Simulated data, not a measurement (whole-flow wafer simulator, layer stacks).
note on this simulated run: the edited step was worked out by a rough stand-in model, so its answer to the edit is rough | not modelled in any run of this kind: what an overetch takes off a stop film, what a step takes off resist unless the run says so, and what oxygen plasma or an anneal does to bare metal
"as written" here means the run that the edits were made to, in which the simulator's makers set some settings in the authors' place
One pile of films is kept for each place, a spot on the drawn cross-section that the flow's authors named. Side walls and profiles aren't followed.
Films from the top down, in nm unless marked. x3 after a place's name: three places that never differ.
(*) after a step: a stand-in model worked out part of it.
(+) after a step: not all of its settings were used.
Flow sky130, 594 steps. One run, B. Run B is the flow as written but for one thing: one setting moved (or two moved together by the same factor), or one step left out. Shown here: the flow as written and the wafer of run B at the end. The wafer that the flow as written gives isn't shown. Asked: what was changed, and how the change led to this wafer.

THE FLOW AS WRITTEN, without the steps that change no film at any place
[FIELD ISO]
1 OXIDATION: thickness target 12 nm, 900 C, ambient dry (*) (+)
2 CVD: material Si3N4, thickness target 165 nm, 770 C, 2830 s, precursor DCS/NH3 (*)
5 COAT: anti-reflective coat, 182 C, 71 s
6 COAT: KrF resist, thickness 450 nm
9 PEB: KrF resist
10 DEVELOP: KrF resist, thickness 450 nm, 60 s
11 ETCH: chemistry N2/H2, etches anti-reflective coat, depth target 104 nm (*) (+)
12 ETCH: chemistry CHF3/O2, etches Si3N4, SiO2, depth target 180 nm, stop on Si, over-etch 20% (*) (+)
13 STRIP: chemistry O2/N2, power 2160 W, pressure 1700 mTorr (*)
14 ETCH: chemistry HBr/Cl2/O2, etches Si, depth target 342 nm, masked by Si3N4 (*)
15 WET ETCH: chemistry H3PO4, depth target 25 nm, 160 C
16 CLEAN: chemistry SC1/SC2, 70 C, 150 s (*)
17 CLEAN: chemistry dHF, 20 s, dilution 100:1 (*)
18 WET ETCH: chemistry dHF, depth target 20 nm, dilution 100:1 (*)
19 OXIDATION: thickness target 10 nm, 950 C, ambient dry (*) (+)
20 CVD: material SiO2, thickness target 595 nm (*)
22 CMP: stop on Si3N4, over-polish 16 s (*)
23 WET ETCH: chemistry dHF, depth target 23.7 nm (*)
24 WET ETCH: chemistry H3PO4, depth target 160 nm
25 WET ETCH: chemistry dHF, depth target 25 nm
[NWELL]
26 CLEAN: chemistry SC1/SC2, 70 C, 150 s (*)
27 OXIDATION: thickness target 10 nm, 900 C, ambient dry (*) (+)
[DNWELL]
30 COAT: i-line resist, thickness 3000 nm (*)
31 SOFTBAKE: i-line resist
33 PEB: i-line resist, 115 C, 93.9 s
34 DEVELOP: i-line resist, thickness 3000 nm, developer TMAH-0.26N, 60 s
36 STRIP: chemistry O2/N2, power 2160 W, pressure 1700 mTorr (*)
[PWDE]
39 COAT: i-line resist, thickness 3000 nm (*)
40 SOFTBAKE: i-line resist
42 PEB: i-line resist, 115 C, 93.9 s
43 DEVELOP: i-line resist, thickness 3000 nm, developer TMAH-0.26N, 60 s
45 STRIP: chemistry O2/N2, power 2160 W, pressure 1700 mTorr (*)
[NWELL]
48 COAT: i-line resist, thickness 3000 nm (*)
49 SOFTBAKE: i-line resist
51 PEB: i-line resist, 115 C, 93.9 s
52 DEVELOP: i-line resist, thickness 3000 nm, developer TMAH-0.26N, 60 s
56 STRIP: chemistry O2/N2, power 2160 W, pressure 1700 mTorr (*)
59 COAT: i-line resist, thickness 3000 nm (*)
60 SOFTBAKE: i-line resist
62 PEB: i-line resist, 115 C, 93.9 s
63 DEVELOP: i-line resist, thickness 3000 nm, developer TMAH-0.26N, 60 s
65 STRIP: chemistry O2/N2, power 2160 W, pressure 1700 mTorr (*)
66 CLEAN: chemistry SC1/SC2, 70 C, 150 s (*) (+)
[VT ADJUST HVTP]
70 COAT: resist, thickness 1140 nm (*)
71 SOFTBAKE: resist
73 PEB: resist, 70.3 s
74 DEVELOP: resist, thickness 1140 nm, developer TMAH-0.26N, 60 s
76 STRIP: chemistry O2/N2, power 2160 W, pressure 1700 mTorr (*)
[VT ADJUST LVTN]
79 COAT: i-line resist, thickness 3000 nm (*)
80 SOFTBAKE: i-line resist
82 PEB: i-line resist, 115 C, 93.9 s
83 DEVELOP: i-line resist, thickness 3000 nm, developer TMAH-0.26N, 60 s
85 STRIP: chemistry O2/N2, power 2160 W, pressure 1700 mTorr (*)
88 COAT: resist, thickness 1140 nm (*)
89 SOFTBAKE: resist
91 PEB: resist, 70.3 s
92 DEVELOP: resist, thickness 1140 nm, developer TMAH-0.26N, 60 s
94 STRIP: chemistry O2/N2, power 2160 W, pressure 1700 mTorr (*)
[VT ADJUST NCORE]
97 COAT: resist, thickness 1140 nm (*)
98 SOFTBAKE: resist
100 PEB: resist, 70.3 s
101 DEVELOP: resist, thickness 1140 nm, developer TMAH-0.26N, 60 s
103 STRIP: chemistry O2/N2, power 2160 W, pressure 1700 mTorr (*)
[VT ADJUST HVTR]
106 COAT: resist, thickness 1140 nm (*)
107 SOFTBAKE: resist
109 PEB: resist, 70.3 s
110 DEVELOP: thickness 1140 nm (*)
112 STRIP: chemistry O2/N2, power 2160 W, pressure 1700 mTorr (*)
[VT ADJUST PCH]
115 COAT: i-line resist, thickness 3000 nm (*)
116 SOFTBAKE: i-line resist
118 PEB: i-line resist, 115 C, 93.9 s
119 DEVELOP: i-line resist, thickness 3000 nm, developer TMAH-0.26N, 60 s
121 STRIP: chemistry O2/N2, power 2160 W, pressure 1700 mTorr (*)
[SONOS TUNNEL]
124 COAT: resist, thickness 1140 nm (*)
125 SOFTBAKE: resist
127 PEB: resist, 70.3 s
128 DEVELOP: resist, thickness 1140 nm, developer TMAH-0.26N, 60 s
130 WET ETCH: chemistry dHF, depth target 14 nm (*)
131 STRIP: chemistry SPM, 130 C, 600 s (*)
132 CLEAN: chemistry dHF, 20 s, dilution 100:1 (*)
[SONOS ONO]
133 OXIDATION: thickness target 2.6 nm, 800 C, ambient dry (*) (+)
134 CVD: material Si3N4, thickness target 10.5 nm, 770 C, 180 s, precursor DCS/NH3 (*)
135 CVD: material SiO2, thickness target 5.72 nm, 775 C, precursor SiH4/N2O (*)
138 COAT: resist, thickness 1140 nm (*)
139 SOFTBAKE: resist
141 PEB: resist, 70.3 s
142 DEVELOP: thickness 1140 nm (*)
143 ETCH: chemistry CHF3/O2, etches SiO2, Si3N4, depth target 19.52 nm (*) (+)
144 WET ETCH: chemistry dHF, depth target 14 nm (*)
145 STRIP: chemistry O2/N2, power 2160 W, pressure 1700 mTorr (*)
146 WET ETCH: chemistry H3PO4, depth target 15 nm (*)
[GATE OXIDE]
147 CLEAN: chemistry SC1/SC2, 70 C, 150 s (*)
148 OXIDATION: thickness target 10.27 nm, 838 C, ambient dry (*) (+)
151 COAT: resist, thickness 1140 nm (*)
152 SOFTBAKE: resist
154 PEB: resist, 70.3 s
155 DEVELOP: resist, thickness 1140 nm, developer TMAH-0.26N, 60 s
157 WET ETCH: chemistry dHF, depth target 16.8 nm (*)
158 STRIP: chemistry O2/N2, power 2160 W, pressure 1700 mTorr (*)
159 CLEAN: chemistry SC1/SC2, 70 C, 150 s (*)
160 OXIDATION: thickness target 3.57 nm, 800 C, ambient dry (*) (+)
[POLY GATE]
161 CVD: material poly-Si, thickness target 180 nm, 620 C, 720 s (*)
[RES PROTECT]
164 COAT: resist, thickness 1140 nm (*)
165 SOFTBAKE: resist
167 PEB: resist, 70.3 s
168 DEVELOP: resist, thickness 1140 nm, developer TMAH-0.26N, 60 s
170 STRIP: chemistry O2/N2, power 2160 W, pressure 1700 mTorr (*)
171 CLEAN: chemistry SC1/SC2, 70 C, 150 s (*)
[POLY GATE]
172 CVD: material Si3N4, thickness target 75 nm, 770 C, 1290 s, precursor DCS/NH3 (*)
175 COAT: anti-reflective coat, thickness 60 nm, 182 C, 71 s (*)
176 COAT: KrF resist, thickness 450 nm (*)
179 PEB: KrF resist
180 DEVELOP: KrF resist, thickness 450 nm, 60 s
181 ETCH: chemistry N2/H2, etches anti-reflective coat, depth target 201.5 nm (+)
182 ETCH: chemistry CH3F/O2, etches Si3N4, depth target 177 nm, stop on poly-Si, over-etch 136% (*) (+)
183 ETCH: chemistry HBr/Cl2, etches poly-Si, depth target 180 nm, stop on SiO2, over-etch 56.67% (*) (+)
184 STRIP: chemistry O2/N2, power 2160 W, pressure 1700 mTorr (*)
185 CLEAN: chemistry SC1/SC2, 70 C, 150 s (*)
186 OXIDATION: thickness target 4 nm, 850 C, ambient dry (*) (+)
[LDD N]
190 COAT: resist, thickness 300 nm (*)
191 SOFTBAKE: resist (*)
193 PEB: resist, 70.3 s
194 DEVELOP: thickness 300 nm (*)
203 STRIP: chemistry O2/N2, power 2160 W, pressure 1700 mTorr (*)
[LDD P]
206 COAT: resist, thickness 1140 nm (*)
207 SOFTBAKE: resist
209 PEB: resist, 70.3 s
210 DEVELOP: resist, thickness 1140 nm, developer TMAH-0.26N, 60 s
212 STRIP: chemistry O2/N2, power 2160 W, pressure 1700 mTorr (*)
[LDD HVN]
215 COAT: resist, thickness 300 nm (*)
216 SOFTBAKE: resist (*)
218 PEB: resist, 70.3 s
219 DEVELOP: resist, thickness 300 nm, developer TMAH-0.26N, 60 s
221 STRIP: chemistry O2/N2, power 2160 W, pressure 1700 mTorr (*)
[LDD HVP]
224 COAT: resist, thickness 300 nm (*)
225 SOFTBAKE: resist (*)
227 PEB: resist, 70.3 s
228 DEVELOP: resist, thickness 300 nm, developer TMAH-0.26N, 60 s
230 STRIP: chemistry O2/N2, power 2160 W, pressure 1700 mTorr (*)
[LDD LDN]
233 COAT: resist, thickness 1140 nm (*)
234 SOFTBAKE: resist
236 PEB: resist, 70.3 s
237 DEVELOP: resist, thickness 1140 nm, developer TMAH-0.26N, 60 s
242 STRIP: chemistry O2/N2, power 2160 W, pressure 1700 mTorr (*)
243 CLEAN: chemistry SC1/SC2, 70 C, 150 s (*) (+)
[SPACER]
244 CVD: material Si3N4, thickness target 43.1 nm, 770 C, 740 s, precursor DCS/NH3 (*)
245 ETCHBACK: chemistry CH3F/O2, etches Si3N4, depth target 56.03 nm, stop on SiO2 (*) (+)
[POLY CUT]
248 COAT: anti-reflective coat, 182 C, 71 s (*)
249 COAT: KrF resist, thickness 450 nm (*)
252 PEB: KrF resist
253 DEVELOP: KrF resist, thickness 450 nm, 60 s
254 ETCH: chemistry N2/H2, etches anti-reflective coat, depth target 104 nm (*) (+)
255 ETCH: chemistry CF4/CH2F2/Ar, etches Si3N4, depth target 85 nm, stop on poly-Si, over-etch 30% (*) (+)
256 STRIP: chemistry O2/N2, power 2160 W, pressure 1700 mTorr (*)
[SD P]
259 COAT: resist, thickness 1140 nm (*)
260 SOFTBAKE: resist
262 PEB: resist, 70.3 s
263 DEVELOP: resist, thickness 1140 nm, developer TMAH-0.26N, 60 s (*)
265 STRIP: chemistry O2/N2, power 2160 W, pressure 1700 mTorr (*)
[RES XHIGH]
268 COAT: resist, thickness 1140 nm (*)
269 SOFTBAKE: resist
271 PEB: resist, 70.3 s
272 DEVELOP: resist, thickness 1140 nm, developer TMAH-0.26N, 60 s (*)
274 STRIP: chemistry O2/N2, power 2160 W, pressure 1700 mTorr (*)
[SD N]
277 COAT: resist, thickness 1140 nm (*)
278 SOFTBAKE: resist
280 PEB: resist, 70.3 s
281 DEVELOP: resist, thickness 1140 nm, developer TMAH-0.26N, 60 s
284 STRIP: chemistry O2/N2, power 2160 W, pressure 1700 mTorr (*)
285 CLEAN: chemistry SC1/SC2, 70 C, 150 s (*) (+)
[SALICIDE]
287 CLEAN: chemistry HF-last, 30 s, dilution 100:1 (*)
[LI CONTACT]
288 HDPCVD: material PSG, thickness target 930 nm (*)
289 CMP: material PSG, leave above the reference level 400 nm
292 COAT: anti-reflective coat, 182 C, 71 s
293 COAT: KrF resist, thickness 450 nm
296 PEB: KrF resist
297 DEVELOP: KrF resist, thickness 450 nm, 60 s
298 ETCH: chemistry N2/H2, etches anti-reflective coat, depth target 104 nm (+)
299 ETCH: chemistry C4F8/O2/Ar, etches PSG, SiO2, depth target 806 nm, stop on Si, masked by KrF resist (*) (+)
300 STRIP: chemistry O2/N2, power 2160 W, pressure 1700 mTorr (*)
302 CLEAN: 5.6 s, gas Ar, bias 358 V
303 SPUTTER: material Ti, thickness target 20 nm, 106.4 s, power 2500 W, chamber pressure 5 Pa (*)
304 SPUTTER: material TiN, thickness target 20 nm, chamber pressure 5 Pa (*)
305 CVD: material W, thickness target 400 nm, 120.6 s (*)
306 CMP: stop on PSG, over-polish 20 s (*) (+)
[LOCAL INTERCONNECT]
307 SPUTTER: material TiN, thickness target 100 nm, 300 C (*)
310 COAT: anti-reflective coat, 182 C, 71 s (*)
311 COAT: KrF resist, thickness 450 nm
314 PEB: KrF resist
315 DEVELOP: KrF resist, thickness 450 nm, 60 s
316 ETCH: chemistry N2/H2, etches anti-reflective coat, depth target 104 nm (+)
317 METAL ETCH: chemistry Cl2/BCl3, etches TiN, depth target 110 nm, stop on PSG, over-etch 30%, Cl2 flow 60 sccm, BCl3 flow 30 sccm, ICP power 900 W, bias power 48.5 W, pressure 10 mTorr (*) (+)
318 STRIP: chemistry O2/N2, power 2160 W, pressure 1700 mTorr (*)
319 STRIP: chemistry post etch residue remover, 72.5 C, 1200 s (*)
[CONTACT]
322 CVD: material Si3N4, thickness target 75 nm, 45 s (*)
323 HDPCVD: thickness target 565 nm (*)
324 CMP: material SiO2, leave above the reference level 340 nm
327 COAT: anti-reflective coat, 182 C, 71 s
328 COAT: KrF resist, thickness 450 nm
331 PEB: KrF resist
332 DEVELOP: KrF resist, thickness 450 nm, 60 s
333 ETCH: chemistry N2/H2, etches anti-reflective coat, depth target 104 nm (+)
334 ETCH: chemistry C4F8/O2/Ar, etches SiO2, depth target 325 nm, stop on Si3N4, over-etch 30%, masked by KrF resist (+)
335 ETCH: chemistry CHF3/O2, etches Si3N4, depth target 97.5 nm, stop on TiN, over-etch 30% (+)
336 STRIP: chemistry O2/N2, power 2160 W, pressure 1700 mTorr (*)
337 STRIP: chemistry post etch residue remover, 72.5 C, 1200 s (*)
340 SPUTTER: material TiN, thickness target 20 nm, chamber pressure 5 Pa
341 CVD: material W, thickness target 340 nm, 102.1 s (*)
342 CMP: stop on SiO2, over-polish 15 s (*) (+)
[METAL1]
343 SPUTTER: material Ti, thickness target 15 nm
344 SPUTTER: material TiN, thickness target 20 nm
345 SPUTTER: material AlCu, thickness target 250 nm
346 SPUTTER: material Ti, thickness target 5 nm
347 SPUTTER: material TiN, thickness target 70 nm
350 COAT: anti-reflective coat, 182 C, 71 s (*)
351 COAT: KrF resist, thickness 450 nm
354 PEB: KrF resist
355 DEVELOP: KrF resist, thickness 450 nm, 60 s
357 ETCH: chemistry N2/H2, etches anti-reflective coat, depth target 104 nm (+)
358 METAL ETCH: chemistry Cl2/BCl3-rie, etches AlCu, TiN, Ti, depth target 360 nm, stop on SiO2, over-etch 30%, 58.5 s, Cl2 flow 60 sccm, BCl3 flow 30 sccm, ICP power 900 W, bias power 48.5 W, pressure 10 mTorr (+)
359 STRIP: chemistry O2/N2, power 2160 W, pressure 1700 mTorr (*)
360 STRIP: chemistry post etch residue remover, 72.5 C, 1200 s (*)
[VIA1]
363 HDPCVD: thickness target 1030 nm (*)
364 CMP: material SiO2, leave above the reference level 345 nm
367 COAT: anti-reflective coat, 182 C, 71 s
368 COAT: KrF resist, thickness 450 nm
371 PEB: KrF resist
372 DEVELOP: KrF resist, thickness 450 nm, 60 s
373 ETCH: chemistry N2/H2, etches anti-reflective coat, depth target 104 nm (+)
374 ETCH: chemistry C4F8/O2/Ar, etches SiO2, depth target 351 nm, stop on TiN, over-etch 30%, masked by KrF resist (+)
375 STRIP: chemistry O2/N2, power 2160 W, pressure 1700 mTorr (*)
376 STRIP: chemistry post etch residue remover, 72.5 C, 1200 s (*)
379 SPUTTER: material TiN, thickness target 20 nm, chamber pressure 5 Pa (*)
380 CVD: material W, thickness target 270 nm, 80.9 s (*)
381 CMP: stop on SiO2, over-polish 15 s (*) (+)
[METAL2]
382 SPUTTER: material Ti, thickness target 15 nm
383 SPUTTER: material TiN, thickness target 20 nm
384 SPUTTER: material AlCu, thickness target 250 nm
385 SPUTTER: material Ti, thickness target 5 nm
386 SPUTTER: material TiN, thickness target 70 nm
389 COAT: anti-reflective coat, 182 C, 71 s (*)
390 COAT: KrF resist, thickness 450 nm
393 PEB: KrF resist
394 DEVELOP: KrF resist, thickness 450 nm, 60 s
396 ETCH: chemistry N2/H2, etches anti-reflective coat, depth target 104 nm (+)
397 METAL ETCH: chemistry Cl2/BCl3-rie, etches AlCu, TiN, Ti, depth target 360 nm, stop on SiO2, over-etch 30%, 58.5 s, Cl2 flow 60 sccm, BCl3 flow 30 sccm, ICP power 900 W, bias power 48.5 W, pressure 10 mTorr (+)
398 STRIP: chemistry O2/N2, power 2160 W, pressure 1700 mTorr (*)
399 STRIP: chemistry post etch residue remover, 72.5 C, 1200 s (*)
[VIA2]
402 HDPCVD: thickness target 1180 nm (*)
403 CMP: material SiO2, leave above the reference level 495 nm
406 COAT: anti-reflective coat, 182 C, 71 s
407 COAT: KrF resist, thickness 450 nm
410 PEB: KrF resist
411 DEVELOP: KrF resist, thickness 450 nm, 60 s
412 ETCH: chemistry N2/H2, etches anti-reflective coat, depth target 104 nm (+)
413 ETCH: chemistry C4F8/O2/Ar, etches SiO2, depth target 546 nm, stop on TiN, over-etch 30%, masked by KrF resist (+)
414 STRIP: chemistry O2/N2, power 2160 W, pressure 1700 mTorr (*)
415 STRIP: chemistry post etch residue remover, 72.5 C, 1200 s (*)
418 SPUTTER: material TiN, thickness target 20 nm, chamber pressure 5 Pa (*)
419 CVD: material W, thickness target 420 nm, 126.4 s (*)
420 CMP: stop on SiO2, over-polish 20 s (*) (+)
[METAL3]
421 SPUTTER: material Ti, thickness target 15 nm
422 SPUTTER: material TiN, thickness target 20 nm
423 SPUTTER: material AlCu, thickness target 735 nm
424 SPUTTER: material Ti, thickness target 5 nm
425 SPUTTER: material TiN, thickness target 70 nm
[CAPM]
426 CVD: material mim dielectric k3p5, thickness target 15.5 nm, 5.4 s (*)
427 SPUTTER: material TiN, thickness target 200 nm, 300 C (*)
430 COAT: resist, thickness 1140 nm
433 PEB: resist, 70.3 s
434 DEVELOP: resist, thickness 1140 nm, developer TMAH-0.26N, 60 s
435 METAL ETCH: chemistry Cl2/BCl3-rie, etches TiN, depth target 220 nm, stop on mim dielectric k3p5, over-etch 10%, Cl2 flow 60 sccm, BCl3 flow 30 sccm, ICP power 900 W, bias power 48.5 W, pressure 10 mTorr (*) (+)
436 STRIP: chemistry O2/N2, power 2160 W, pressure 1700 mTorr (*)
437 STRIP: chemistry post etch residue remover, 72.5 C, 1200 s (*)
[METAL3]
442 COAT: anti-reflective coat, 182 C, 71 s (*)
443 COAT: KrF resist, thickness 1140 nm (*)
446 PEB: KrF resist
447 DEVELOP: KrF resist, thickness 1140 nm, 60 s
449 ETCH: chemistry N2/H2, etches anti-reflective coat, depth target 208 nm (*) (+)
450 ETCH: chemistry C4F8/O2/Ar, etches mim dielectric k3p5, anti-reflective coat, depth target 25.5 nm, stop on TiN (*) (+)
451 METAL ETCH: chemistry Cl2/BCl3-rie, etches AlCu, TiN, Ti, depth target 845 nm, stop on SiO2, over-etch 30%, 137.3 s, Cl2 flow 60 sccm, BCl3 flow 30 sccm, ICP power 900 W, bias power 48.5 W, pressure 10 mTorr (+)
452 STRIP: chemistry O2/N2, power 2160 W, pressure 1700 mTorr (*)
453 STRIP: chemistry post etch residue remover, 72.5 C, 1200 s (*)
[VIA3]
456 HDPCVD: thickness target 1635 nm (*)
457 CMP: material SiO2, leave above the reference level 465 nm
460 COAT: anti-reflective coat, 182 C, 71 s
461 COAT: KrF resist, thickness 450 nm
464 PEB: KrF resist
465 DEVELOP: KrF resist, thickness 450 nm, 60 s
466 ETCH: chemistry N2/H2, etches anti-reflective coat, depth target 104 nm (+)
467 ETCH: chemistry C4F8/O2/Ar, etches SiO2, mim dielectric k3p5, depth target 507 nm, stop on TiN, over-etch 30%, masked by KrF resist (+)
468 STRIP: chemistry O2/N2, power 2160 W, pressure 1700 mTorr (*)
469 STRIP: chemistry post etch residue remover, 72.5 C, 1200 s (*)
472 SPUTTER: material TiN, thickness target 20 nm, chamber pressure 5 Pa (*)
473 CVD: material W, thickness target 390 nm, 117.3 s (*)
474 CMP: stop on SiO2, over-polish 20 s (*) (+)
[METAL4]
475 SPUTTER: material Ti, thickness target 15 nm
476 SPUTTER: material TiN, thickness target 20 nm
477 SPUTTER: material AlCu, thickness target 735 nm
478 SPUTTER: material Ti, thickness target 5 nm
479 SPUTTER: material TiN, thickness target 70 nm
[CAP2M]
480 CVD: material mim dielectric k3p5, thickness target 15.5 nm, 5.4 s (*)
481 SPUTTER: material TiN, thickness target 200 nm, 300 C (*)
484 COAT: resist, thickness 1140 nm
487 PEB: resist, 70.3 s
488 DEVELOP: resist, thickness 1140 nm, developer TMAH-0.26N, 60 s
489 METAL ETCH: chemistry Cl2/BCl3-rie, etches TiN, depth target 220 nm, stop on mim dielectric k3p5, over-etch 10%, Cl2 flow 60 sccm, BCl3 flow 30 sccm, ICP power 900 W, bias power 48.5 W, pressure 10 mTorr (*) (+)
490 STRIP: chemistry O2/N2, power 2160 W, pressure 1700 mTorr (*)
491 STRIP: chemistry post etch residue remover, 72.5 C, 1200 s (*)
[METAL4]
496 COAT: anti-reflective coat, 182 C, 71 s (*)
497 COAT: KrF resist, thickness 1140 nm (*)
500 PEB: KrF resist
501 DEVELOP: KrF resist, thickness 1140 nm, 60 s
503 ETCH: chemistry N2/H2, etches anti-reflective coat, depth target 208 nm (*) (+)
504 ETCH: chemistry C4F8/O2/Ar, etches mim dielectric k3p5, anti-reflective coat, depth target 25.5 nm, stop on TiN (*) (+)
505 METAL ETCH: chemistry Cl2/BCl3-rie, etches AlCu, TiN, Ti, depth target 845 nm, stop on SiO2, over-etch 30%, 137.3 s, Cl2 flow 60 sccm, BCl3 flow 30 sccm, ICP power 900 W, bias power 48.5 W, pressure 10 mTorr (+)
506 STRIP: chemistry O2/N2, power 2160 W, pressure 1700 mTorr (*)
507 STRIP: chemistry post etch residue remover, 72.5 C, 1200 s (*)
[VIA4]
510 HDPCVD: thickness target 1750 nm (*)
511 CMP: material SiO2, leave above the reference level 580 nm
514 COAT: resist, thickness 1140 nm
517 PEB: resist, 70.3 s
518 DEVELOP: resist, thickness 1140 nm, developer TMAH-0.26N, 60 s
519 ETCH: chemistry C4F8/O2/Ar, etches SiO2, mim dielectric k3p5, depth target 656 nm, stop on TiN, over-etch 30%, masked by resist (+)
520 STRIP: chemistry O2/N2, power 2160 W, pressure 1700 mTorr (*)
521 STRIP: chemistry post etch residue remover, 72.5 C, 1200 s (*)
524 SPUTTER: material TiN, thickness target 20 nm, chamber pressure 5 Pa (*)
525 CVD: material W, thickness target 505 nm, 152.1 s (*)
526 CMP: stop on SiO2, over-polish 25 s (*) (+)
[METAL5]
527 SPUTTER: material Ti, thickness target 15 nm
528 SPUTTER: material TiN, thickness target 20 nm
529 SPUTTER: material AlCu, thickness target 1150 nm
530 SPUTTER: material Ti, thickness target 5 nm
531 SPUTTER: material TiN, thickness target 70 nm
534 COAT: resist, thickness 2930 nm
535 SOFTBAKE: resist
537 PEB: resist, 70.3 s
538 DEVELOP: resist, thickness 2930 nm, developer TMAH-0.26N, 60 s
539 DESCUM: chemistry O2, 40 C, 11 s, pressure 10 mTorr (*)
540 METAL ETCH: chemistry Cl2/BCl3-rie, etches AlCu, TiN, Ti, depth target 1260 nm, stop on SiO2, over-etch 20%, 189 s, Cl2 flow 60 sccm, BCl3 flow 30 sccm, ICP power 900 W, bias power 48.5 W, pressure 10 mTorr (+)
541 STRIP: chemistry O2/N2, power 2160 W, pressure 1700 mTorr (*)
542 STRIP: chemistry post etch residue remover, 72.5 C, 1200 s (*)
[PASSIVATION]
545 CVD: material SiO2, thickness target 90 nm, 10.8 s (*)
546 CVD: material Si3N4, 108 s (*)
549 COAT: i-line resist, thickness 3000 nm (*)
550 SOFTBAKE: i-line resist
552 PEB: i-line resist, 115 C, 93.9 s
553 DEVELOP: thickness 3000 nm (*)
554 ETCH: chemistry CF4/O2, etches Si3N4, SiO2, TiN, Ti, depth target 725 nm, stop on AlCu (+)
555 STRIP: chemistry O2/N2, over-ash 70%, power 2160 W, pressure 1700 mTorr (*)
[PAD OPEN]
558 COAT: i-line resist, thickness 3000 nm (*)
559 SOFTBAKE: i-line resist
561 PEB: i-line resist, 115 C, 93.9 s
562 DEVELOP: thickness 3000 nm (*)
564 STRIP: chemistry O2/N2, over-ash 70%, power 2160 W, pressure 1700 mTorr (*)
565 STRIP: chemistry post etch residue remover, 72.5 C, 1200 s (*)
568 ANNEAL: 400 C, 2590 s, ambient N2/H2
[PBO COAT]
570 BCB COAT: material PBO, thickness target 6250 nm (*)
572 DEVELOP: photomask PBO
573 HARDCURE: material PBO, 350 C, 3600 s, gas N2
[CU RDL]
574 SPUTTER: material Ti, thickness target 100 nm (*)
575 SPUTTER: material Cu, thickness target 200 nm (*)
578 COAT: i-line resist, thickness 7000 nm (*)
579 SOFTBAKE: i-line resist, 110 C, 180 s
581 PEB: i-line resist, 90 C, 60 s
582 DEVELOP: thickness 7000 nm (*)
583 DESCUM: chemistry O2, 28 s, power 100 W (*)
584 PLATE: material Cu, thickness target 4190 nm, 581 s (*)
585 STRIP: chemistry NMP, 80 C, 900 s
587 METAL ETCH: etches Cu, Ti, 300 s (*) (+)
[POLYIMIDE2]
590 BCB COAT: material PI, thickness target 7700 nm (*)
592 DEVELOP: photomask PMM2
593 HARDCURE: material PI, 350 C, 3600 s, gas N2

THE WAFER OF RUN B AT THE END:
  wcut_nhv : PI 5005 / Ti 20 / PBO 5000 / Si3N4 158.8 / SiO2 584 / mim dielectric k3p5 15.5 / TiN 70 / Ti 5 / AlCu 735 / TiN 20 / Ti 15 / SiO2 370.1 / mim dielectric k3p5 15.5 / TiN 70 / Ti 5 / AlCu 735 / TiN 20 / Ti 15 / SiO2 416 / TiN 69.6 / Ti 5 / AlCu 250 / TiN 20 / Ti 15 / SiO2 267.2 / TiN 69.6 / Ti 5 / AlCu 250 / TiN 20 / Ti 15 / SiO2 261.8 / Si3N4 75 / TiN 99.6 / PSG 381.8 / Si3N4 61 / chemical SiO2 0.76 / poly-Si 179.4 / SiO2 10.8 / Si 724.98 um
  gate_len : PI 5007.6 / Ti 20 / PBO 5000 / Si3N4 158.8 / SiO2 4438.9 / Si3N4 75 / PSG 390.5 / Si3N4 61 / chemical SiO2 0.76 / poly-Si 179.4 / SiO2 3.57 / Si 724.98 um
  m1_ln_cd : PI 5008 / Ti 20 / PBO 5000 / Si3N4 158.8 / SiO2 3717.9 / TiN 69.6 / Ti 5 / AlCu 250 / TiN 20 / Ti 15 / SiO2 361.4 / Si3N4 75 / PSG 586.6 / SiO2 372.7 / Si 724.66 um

The cause: step 575, SPUTTER: thickness target 310 nm was run, where the flow has thickness target 200 nm.

How the change led to this, step by step:
  575 SPUTTER: material Cu, thickness target 200 nm (*)
      field, active, n_well and 190 more: Cu +310 (new film) (as written it would be: Cu +200 (new film))
  587 METAL ETCH: etches Cu, Ti, 300 s (*) (+)
      field, active, gate and 167 more: Cu -310 (all of it), Ti -80 (as written it would be: Cu -200 (all of it), Ti -100 (all of it))
  590 BCB COAT: material PI, thickness target 7700 nm (*)
      n_well, p_well, sd_n, sd_p: PI +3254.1 (new film) (as written it would be: PI +3344.1 (new film))
      mim: PI +3584.6 (new film) (as written it would be: PI +3670.5 (new film))
      (and at 14 more places)
  593 HARDCURE: material PI, 350 C, 3600 s, gas N2
      n_well, p_well, sd_n, sd_p: PI -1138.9 (as written it would be: PI -1170.4)
Counting metal films that touch as one body, wcut_nhv has 6 bodies (between them, from the top down: PBO 5000 / Si3N4 158.8 / SiO2 584 / mim dielectric k3p5 15.5; SiO2 370.1 / mim dielectric k3p5 15.5; SiO2 416; SiO2 267.2; SiO2 261.8 / Si3N4 75); the flow as written gives 5 bodies (between them, from the top down: SiO2 370.1 / mim dielectric k3p5 15.5; SiO2 416; SiO2 267.2; SiO2 261.8 / Si3N4 75).
Counting metal films that touch as one body, gate_len has 1 body; the flow as written gives 0 bodies.
Counting metal films that touch as one body, m1_ln_cd has 2 bodies (between them, from the top down: PBO 5000 / Si3N4 158.8 / SiO2 3717.9); the flow as written gives 1 body.
